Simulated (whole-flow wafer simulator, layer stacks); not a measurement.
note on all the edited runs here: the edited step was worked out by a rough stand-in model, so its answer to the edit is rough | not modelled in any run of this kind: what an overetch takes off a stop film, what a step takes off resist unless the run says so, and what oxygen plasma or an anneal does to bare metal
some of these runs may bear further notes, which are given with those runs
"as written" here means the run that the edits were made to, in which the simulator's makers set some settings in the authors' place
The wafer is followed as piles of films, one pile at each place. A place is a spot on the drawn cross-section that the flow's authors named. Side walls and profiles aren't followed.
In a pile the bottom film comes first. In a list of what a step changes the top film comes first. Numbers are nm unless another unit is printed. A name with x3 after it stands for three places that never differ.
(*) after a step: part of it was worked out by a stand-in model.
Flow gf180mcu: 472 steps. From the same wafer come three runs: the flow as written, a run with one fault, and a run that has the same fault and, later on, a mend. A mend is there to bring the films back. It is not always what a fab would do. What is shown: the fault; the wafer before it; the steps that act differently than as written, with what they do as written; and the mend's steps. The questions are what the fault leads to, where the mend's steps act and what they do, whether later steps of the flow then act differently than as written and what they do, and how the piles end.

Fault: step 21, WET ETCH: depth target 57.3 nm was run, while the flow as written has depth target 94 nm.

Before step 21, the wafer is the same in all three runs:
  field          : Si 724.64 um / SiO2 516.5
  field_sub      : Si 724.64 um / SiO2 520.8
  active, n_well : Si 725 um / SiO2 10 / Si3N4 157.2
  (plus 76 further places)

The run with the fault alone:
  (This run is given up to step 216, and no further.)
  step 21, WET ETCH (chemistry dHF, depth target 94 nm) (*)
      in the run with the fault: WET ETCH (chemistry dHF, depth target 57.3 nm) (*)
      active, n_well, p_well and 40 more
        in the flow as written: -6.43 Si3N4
        in the run with the fault: -3.95 Si3N4
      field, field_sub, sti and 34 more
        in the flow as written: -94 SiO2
        in the run with the fault: -57.3 SiO2
  Later steps of the flow acting differently than as written (32 other steps are not shown; they differ only slightly, by no more than 2% or 0.5 nm, whichever is larger):
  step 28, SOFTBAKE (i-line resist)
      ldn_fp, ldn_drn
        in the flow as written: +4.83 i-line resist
        in the run with the fault: +9.21 i-line resist
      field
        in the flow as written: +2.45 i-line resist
        in the run with the fault: +5.11 i-line resist
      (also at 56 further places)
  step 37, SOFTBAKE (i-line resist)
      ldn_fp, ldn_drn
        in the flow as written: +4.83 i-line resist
        in the run with the fault: +9.21 i-line resist
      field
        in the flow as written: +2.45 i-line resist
        in the run with the fault: +5.11 i-line resist
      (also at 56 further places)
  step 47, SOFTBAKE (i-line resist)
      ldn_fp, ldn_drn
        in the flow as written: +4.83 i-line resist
        in the run with the fault: +9.21 i-line resist
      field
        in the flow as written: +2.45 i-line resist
        in the run with the fault: +5.11 i-line resist
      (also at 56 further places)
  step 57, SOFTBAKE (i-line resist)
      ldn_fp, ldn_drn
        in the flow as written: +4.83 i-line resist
        in the run with the fault: +9.21 i-line resist
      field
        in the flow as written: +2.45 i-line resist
        in the run with the fault: +5.11 i-line resist
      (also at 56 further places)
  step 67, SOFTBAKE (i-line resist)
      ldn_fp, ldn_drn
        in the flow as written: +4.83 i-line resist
        in the run with the fault: +9.21 i-line resist
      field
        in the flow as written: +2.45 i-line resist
        in the run with the fault: +5.11 i-line resist
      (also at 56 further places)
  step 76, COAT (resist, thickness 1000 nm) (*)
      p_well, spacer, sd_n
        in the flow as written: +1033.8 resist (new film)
        in the run with the fault: +1069.6 resist (new film)
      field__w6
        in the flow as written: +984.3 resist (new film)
        in the run with the fault: +963.5 resist (new film)
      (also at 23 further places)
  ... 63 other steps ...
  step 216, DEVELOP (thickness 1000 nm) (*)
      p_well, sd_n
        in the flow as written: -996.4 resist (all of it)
        in the run with the fault: -1030.5 resist (all of it)
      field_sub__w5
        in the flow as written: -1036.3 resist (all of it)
        in the run with the fault: -1012.3 resist (all of it)
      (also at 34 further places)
  After step 216, at field, field__w1, field__w2 and 72 more, the piles differ from the flow's by more than 2% or 0.5 nm, whichever is larger.
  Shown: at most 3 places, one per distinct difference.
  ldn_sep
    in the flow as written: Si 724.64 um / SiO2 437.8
    in the run with the fault: Si 724.64 um / SiO2 474.3
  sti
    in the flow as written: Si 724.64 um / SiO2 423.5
    in the run with the fault: Si 724.64 um / SiO2 460
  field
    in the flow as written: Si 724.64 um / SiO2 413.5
    in the run with the fault: Si 724.64 um / SiO2 450

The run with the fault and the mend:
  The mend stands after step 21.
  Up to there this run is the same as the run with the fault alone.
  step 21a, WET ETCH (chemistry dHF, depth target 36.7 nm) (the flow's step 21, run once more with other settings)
      field, field_sub, sti and 34 more
        -36.7 SiO2
  Every later step of the flow that is run acts as written, at every place that is followed, to within 2% or 0.5 nm, whichever is larger.
  The piles end the same as the flow's at every place that both follow.
